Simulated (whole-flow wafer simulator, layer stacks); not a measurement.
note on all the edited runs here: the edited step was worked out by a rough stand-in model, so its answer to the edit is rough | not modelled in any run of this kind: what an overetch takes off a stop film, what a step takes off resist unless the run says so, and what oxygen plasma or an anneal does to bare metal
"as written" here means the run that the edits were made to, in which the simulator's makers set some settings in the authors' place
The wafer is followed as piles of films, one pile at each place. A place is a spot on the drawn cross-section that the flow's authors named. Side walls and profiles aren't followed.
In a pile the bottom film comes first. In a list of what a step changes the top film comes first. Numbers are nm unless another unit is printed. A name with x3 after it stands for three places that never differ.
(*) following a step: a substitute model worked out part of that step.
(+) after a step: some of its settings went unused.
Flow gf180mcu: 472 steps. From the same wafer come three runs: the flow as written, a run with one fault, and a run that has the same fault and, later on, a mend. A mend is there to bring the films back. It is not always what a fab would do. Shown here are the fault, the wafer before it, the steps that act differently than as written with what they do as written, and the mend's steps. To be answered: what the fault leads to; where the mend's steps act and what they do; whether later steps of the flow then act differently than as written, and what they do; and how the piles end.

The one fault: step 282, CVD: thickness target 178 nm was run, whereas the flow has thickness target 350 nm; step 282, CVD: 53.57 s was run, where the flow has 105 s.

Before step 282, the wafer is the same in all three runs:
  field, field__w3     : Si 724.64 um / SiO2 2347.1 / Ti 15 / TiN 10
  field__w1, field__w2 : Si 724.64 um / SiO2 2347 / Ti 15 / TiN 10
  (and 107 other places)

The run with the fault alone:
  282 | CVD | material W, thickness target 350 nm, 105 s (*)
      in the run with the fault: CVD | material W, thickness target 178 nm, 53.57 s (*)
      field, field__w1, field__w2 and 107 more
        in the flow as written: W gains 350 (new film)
        in the run with the fault: W gains 179.7 (new film)
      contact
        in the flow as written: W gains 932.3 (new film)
        in the run with the fault: W gains 762 (new film)
  Steps later in the flow that act otherwise than as written:
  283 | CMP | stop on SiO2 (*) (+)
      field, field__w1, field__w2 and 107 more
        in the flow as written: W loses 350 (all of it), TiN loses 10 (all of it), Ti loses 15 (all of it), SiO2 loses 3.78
        in the run with the fault: W loses 179.7 (all of it), TiN loses 10 (all of it), Ti loses 15 (all of it), SiO2 loses 2.07
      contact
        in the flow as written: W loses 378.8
        in the run with the fault: W loses 206.8
  The piles end only slightly different from the flow's at the places that both follow, by no more than 2% or 0.5 nm, whichever is larger.

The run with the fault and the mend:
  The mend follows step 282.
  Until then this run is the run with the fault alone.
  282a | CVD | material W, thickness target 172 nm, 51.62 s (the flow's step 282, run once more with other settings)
      field, field__w1, field__w2 and 108 more
        W gains 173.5
  None of the later steps of the flow differs from how it acts as written, at any place that is followed, by more than 2% or 0.5 nm, whichever is larger.
  The piles end only slightly different from the flow's at the places that both follow, by no more than 2% or 0.5 nm, whichever is larger.
